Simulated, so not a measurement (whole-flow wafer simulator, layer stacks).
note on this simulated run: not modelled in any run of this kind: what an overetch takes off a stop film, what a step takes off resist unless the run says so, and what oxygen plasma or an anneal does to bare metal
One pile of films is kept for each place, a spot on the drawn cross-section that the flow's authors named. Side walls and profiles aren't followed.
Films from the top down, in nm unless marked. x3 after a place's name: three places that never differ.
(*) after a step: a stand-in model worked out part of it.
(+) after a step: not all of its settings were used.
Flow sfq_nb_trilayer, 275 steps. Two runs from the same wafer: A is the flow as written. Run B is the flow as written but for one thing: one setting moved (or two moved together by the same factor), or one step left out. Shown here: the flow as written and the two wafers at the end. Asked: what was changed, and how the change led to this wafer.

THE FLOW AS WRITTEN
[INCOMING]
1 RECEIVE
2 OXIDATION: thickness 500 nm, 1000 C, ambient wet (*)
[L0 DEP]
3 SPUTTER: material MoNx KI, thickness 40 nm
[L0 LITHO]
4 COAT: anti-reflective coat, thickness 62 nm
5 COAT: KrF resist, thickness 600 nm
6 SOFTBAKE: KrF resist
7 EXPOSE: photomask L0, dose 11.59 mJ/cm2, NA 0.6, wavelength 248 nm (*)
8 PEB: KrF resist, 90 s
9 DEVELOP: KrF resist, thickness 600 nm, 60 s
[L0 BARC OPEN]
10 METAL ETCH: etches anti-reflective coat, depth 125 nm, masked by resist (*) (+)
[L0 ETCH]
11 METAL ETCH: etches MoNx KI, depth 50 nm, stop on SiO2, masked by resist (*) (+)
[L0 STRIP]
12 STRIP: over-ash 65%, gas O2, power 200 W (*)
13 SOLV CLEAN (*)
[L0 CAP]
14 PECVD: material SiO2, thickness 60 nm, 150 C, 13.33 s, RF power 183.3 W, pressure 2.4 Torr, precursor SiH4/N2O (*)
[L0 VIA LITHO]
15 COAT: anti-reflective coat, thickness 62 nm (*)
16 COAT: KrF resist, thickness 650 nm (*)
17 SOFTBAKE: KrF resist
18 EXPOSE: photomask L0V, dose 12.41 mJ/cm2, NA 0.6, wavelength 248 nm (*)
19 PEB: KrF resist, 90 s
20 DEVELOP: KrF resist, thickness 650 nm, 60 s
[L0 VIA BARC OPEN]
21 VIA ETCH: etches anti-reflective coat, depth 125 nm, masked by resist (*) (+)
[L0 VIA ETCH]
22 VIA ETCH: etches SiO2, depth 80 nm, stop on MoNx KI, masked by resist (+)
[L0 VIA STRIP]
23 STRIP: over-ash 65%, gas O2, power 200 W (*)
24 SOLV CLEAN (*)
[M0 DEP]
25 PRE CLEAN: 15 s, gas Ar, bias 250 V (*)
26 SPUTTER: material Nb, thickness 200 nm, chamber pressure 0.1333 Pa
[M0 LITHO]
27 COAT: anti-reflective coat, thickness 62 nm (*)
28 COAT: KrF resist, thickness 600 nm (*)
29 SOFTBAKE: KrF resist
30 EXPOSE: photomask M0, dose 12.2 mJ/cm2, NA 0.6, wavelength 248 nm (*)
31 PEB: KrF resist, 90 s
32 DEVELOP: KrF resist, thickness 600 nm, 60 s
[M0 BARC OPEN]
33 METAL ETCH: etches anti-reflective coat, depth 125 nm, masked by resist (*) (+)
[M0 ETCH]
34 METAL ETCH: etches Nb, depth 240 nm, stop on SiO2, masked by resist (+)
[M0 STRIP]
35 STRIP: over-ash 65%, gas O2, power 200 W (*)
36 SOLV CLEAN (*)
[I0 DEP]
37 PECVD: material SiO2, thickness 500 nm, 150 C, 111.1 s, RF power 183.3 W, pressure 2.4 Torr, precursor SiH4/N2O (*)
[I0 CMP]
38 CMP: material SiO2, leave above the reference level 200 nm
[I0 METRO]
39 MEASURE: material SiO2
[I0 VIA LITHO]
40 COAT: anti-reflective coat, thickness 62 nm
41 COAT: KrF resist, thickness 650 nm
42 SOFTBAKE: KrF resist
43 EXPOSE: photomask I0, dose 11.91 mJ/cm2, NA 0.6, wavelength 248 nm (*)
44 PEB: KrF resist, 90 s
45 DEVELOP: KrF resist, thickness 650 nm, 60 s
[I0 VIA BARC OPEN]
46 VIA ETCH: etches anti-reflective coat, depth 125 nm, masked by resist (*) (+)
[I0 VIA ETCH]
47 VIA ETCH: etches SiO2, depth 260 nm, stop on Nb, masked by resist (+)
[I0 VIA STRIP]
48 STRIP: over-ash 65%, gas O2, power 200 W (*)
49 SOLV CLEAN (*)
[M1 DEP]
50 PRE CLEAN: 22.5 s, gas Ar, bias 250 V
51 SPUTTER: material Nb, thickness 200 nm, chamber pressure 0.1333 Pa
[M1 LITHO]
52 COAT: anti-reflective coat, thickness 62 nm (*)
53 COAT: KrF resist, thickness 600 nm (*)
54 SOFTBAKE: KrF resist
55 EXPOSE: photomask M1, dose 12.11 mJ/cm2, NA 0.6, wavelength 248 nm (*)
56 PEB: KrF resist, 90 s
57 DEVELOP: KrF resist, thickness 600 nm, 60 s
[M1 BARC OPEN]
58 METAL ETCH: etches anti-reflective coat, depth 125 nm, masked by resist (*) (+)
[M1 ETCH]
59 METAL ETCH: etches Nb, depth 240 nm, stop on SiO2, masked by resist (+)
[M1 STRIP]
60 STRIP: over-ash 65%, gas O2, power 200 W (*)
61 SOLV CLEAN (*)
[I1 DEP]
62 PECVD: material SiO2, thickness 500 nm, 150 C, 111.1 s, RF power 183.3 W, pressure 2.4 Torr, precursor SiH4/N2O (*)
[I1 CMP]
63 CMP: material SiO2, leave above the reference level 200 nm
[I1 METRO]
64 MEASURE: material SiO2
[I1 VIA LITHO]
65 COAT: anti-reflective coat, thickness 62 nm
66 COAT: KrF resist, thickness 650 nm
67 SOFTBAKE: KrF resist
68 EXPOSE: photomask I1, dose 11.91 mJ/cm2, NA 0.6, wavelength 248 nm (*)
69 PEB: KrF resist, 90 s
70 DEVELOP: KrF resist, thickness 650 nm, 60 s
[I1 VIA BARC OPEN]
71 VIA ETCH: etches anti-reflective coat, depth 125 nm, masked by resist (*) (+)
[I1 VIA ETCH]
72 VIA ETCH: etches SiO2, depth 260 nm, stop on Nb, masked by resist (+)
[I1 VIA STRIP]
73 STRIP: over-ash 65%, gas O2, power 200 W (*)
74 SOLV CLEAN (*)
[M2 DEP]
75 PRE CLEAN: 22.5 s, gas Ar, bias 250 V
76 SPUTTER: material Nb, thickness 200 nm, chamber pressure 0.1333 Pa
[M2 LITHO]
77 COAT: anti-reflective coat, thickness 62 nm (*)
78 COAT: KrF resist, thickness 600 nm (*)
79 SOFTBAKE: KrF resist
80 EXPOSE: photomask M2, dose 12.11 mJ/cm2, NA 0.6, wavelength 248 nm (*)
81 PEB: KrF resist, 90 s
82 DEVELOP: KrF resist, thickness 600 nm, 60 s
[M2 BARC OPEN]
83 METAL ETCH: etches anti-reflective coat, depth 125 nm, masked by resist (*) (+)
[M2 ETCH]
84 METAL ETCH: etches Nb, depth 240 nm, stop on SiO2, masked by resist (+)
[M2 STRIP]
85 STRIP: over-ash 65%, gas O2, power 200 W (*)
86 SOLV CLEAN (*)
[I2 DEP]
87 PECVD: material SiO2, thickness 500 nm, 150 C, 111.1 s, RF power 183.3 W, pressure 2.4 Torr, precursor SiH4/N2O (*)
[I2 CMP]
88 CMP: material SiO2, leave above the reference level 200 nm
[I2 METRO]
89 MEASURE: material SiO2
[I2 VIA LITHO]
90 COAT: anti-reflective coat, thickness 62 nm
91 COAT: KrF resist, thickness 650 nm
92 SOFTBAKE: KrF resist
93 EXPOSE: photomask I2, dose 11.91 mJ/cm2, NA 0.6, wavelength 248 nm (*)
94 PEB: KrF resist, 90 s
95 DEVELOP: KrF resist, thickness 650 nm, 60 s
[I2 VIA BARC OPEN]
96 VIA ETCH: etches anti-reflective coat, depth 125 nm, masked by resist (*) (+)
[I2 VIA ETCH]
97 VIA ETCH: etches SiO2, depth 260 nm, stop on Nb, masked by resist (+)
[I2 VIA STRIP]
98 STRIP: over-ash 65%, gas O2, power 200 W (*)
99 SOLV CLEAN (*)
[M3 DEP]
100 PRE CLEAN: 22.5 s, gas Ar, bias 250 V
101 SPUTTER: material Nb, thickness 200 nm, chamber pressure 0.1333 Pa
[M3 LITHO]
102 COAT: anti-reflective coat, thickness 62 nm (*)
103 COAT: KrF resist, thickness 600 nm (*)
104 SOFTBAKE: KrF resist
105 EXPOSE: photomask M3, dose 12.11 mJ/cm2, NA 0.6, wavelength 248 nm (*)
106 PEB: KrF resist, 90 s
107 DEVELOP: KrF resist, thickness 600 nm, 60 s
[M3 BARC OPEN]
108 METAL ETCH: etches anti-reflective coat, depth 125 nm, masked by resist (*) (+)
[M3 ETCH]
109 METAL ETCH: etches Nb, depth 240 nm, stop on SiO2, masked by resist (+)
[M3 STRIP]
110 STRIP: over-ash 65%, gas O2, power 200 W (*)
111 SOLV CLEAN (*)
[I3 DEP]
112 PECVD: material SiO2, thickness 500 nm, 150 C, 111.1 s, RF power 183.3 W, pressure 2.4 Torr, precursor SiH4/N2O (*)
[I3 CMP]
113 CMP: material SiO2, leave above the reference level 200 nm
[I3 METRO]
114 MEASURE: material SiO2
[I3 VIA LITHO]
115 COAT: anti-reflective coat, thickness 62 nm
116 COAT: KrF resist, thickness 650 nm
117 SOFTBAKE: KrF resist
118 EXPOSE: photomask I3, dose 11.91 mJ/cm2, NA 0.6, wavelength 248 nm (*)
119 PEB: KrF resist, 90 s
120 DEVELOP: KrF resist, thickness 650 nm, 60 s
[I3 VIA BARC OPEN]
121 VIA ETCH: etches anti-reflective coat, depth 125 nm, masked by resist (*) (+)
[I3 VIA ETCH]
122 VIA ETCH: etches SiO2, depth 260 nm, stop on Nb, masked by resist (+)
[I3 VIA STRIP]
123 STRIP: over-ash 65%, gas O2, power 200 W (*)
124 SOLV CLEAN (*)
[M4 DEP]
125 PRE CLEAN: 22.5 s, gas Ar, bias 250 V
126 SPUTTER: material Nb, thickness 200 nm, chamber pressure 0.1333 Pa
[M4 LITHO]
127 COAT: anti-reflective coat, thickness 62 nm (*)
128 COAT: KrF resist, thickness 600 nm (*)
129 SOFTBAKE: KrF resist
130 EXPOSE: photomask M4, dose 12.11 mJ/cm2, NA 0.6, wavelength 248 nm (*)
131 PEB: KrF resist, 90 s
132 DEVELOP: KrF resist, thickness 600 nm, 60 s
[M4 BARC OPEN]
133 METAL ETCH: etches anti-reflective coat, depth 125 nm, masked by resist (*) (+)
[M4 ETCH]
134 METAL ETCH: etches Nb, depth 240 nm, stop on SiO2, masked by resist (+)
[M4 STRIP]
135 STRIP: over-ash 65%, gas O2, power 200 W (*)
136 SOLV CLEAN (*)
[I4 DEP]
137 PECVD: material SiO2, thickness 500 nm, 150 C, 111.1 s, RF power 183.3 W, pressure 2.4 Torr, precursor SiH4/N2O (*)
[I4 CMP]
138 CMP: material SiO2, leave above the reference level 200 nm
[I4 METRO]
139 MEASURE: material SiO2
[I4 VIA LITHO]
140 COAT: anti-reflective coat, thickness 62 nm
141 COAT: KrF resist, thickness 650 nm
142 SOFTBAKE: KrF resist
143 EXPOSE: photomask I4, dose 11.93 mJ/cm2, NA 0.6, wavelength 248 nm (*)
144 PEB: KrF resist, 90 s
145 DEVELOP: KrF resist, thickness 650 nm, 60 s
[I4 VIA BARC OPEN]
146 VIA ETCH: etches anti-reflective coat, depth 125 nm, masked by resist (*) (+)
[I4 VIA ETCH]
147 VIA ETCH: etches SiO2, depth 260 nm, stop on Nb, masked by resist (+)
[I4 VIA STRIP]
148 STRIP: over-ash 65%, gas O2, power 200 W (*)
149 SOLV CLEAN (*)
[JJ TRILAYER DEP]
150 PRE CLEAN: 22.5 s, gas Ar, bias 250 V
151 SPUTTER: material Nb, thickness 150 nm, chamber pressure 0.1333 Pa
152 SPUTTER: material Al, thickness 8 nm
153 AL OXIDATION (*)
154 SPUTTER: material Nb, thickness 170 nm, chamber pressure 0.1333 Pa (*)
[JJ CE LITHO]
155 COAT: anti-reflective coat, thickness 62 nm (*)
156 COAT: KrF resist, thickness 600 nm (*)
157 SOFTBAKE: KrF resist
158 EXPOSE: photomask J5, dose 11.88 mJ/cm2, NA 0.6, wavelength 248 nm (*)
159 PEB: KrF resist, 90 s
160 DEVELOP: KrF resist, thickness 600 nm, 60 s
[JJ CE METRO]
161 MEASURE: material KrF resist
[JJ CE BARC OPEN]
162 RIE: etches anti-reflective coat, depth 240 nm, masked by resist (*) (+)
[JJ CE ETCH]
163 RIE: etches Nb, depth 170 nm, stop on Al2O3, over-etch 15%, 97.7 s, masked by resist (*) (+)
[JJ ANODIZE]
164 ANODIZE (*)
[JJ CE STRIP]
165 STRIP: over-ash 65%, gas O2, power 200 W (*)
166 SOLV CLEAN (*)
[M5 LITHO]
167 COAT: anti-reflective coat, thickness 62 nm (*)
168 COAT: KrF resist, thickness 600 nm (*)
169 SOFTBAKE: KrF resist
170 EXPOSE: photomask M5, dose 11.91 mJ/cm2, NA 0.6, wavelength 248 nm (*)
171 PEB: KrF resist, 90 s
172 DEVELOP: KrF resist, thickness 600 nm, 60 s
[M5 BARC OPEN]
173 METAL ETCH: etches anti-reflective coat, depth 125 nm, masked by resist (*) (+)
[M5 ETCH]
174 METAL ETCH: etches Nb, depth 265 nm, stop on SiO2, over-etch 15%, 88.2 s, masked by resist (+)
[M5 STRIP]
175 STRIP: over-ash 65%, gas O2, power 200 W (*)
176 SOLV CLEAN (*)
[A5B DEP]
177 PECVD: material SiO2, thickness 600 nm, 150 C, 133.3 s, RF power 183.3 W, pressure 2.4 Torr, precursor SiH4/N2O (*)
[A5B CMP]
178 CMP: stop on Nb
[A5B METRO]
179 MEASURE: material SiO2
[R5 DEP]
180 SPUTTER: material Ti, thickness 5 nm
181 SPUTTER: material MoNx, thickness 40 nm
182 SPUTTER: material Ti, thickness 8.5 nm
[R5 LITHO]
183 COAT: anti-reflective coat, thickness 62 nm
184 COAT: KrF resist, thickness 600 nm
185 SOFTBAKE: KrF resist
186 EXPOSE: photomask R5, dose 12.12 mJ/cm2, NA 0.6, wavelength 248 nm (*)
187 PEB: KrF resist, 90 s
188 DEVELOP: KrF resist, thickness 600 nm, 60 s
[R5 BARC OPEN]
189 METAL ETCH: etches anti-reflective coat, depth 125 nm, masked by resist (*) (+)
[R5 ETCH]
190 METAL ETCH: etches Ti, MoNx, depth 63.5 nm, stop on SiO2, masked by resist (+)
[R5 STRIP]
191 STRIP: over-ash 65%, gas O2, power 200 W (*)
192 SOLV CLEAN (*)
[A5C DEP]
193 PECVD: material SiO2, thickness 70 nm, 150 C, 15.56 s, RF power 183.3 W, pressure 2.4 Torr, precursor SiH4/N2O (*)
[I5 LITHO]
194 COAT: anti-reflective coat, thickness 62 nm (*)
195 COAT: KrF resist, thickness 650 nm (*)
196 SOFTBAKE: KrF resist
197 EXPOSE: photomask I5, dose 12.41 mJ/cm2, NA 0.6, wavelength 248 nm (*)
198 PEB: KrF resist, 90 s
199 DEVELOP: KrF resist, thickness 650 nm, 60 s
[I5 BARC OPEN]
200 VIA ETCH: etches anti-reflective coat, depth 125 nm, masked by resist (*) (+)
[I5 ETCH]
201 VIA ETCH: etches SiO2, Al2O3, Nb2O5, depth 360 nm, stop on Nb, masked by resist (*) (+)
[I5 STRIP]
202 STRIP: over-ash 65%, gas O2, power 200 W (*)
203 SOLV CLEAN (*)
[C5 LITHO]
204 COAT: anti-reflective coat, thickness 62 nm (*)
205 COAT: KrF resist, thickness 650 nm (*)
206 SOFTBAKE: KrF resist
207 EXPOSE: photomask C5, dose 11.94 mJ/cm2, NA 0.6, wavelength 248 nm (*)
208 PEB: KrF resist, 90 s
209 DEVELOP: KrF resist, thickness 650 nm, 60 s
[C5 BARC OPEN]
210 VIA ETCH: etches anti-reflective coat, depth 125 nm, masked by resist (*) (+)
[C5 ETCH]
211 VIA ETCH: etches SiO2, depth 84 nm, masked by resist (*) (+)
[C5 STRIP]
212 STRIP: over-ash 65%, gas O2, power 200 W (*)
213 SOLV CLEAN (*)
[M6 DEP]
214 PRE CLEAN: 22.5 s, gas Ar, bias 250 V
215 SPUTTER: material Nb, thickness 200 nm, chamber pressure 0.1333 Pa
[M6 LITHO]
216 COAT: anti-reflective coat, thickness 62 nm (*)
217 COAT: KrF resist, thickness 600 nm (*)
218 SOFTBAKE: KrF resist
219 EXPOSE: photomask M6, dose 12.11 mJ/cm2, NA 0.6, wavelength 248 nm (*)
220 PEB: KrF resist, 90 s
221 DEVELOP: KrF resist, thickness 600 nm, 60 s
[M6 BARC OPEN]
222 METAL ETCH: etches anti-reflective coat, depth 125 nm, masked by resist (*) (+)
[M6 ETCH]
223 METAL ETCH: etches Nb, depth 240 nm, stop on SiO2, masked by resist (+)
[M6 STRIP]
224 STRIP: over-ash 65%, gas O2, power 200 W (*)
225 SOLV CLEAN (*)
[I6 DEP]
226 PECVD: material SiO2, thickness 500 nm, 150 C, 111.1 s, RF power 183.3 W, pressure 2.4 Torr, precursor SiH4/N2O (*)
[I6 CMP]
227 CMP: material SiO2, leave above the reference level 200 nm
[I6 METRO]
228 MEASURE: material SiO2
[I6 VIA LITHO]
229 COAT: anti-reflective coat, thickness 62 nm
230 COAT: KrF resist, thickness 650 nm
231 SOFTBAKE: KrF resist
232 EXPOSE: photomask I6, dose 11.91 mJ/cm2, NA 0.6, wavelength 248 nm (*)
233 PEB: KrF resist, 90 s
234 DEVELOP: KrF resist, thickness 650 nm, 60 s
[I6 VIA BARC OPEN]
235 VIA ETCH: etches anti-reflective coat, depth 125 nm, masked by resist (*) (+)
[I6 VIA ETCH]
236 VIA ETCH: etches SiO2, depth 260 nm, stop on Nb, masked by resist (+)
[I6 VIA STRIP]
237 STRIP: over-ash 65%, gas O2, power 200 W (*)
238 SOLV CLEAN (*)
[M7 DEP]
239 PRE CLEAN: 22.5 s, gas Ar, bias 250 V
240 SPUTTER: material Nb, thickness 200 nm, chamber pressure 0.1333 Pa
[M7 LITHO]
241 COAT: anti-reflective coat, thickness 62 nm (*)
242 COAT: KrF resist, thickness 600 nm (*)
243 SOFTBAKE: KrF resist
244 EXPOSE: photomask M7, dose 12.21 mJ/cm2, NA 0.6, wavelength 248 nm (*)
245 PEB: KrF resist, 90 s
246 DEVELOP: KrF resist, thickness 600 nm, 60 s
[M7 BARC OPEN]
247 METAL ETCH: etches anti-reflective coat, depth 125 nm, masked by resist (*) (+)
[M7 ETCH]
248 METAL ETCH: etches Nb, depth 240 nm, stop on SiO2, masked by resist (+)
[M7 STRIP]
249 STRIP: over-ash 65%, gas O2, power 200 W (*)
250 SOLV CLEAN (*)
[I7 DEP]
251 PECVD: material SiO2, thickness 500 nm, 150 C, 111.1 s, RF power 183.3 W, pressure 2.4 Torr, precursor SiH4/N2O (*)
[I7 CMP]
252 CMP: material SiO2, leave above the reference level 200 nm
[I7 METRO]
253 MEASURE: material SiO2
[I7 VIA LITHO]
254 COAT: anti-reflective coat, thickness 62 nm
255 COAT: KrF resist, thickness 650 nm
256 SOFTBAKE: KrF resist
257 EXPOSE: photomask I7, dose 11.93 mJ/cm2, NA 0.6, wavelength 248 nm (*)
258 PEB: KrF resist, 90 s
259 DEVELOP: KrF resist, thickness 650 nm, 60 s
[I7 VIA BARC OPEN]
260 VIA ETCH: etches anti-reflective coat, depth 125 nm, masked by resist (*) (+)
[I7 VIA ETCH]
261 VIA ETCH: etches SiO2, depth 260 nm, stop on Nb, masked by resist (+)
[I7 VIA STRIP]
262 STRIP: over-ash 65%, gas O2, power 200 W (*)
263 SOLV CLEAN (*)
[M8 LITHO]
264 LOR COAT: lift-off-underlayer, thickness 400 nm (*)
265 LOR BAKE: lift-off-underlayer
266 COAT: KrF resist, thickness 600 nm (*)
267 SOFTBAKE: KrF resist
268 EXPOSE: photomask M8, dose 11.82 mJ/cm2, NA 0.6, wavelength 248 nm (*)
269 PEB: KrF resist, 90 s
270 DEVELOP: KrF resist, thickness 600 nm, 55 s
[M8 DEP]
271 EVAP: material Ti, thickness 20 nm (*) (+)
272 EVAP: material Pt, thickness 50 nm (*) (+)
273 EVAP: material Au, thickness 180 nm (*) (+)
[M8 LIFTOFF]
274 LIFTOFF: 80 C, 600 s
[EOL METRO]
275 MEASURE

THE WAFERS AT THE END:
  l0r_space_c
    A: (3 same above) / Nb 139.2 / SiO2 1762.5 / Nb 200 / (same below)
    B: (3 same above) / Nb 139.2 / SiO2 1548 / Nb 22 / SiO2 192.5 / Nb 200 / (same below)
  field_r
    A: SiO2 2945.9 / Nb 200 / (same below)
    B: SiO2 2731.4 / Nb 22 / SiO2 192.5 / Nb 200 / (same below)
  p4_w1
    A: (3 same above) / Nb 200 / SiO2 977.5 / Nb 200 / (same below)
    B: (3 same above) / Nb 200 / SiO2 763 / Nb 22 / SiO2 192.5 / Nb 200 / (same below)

The cause: step 59, METAL ETCH: depth 178 nm was run, where the flow has depth 240 nm.

How the change led to this, step by step:
  59 METAL ETCH: etches Nb, depth 240 nm, stop on SiO2, masked by resist (+)
      field_l, be, be_sur and 79 more: A Nb -200 (all of it) | B Nb -178
      v_sur, via_wl, via_w and 21 more: A KrF resist -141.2 | B KrF resist -104.7
  60 STRIP: over-ash 65%, gas O2, power 200 W (*)
      wl_j_sl, wl_jj, wl_j_sr and 13 more: A KrF resist -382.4 (all of it), anti-reflective coat -62 (all of it) | B KrF resist -418.9 (all of it), anti-reflective coat -62 (all of it)
      v_sur: A KrF resist -365.9 (all of it), anti-reflective coat -61.1 (all of it) | B KrF resist -402.3 (all of it), anti-reflective coat -61.1 (all of it)
      (and at 7 more places)
  62 PECVD: material SiO2, thickness 500 nm, 150 C, 111.1 s, RF power 183.3 W, pressure 2.4 Torr, precursor SiH4/N2O (*)
      field_l, be, be_sur and 72 more: A SiO2 +500 | B SiO2 +500 (new film)
      lsp_m, ln_m6, lsp_r, l0_sur, l0v: A SiO2 +494.9 | B SiO2 +500 (new film)
      (and at 2 more places)
  63 CMP: material SiO2, leave above the reference level 200 nm
      field_l, be, be_sur and 72 more: A SiO2 -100 | B SiO2 -122
      lsp_m, ln_m6, lsp_r, l0_sur, l0v: A SiO2 -94.9 | B SiO2 -122
Counting metal films that touch as one body, l0r_space_c has 3 bodies (between them, from the top down: SiO2 1548; SiO2 192.5); the flow as written gives 2 bodies (between them, from the top down: SiO2 1762.5).
Counting metal films that touch as one body, field_r has 2 bodies (between them, from the top down: SiO2 192.5); the flow as written gives 1 body.
Counting metal films that touch as one body, p4_w1 has 4 bodies (between them, from the top down: SiO2 192.5; SiO2 763; SiO2 192.5); the flow as written gives 3 bodies (between them, from the top down: SiO2 192.5; SiO2 977.5).
